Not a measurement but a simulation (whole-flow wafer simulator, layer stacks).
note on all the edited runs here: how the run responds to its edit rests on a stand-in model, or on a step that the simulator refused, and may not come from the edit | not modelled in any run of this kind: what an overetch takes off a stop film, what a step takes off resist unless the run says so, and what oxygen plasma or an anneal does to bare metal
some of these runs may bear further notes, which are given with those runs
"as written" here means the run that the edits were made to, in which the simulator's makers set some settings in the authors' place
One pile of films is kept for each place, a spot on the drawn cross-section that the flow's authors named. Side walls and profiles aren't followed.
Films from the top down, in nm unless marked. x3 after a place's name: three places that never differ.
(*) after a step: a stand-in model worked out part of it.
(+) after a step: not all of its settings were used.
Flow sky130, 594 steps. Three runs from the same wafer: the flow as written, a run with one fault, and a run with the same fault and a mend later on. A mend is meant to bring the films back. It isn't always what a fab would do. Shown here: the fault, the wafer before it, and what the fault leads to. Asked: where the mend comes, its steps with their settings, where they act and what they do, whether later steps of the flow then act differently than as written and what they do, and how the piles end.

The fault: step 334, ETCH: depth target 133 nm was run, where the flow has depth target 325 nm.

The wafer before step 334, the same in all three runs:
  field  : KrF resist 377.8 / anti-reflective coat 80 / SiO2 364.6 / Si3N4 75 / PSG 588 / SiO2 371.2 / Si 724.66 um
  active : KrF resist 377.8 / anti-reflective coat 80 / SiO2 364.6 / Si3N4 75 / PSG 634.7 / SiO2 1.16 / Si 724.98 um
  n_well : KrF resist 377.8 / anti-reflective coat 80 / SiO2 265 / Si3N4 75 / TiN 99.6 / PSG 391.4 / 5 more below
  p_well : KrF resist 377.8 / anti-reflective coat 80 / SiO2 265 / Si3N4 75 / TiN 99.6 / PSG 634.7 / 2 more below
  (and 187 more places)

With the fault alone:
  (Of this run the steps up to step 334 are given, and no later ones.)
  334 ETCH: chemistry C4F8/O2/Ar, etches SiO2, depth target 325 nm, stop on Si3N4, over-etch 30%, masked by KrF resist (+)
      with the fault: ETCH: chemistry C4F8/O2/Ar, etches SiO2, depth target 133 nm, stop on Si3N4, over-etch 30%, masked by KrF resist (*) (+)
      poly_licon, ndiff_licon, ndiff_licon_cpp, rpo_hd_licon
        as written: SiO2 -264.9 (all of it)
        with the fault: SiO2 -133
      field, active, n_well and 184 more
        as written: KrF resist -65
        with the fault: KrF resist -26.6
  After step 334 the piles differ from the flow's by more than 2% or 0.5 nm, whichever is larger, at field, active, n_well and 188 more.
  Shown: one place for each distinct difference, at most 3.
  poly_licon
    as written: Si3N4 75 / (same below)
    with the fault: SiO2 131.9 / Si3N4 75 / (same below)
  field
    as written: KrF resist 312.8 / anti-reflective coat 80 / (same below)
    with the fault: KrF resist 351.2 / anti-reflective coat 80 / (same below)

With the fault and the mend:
  The mend comes after step 334.
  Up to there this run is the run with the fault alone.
  334a ETCH: chemistry C4F8/O2/Ar, etches SiO2, depth target 192 nm, stop on Si3N4, over-etch 30%, masked by KrF resist (+) (the flow's step 334 once more, with other settings)
      field, active, n_well and 184 more
        KrF resist -38.4
      poly_licon, ndiff_licon, ndiff_licon_cpp, rpo_hd_licon
        SiO2 -131.9 (all of it)
  No later step of the flow acts differently than as written at any place that is followed.
  At the end the piles are the same as the flow's at every place that both follow.
